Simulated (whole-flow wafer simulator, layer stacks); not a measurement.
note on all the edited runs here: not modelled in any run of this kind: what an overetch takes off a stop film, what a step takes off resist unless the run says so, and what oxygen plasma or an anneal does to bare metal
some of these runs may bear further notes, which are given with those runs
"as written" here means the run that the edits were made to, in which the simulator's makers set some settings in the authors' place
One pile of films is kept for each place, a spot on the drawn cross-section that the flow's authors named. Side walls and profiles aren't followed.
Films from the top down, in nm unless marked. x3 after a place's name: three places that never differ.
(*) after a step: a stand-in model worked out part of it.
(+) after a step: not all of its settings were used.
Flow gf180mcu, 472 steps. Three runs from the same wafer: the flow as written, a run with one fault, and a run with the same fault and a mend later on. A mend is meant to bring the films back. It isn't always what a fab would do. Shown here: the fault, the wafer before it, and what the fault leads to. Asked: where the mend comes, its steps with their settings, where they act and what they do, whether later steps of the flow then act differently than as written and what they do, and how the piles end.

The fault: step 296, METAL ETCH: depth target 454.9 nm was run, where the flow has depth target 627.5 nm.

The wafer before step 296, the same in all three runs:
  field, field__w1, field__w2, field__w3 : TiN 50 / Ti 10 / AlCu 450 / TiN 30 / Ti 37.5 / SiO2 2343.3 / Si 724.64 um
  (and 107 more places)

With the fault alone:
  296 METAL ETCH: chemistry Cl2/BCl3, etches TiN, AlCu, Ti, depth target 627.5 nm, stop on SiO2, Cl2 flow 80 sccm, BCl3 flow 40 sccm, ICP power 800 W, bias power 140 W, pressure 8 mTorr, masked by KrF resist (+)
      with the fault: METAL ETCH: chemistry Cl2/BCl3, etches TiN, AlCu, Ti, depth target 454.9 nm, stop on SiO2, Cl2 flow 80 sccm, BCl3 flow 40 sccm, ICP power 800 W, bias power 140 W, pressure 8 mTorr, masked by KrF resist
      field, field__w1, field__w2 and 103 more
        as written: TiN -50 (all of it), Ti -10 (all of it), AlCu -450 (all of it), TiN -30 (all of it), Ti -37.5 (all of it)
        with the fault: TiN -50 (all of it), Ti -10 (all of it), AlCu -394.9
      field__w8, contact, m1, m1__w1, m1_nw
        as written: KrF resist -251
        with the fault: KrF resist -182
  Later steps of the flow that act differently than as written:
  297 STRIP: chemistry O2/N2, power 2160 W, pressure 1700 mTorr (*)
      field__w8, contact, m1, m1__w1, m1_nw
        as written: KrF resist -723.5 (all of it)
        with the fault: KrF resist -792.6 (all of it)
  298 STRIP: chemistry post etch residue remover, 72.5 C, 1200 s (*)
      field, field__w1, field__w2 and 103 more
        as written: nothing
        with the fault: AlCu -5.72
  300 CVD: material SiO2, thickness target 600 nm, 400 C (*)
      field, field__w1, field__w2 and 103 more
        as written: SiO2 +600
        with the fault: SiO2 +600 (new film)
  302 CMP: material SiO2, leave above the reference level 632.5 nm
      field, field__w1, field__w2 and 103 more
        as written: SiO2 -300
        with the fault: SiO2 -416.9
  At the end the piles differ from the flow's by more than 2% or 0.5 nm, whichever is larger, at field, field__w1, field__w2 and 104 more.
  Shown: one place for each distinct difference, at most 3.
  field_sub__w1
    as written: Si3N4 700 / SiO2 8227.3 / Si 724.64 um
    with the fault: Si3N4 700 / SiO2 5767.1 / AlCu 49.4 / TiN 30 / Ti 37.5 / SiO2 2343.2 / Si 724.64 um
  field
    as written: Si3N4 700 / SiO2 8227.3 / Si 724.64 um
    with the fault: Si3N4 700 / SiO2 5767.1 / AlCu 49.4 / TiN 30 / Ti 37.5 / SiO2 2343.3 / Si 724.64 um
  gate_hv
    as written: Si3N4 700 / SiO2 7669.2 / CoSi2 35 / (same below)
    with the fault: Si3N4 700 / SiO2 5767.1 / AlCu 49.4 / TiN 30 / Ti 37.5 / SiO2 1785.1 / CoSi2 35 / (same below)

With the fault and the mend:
  The mend comes after step 298.
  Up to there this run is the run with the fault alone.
  298a DEHYDRATE: 200 C, 60 s (the flow's step 289 once more)
      changes no film at any place that is followed
  298b HMDS: 120 C, 60 s (the flow's step 290 once more)
      changes no film at any place that is followed
  298c COAT: KrF resist, thickness 1000 nm (*) (the flow's step 291 once more)
      iso_ptap_pw, iso_ntap_nw, iso_nw_fld and 33 more
        KrF resist +1000 (new film)
      field_sub, field_sub__w1, field_sub__w2 and 15 more
        KrF resist +1002.7 (new film)
      p_well, sti, spacer and 6 more
        KrF resist +1003 (new film)
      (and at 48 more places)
  298d SOFTBAKE: KrF resist (the flow's step 292 once more)
      changes no film at any place that is followed
  298e EXPOSE: photomask Metal2 (the flow's step 293 once more)
      changes no film at any place that is followed
  298f PEB: KrF resist, 135 C, 90 s (the flow's step 294 once more)
      field__w1, field__w2, field__w3 and 56 more
        KrF resist -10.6
      iso_ptap_pw, iso_ntap_nw, iso_nw_fld and 33 more
        KrF resist -10.5
      gate_hv, sd_p, nw_sep_fld, polyc_n, polyc_n_rim
        KrF resist -10.7
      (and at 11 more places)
  298g DEVELOP: thickness 1000 nm, 60 s (the flow's step 295 once more)
      iso_ptap_pw, iso_ntap_nw, iso_nw_fld and 33 more
        KrF resist -989.5 (all of it)
      field_sub, field_sub__w1, field_sub__w2 and 14 more
        KrF resist -992.1 (all of it)
      field__w11, field__w13, p_well and 8 more
        KrF resist -992.5 (all of it)
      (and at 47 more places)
  298h METAL ETCH: chemistry Cl2/BCl3, etches TiN, AlCu, Ti, depth target 172.6 nm, stop on SiO2, Cl2 flow 80 sccm, BCl3 flow 40 sccm, ICP power 800 W, bias power 140 W, pressure 8 mTorr, masked by KrF resist (+) (the flow's step 296 once more, with other settings)
      field, field__w1, field__w2 and 103 more
        AlCu -49.4 (all of it), TiN -30 (all of it), Ti -37.5 (all of it)
      field__w8, contact, m1, m1__w1, m1_nw
        KrF resist -69
  298i STRIP: chemistry O2/N2, power 2160 W, pressure 1700 mTorr (*) (the flow's step 297 once more)
      field__w8
        KrF resist -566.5 (all of it)
      contact
        KrF resist -564.6 (all of it)
      m1
        KrF resist -567.4 (all of it)
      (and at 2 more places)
  298j STRIP: chemistry post etch residue remover, 72.5 C, 1200 s (*) (the flow's step 298 once more)
      field__w8, contact, m1, m1__w1, m1_nw
        TiN -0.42
  No later step of the flow acts differently than as written, at any place that is followed, by more than 2% or 0.5 nm, whichever is larger.
  At the end the piles differ from the flow's only slightly at the places that both follow, by at most 2% or 0.5 nm, whichever is larger.
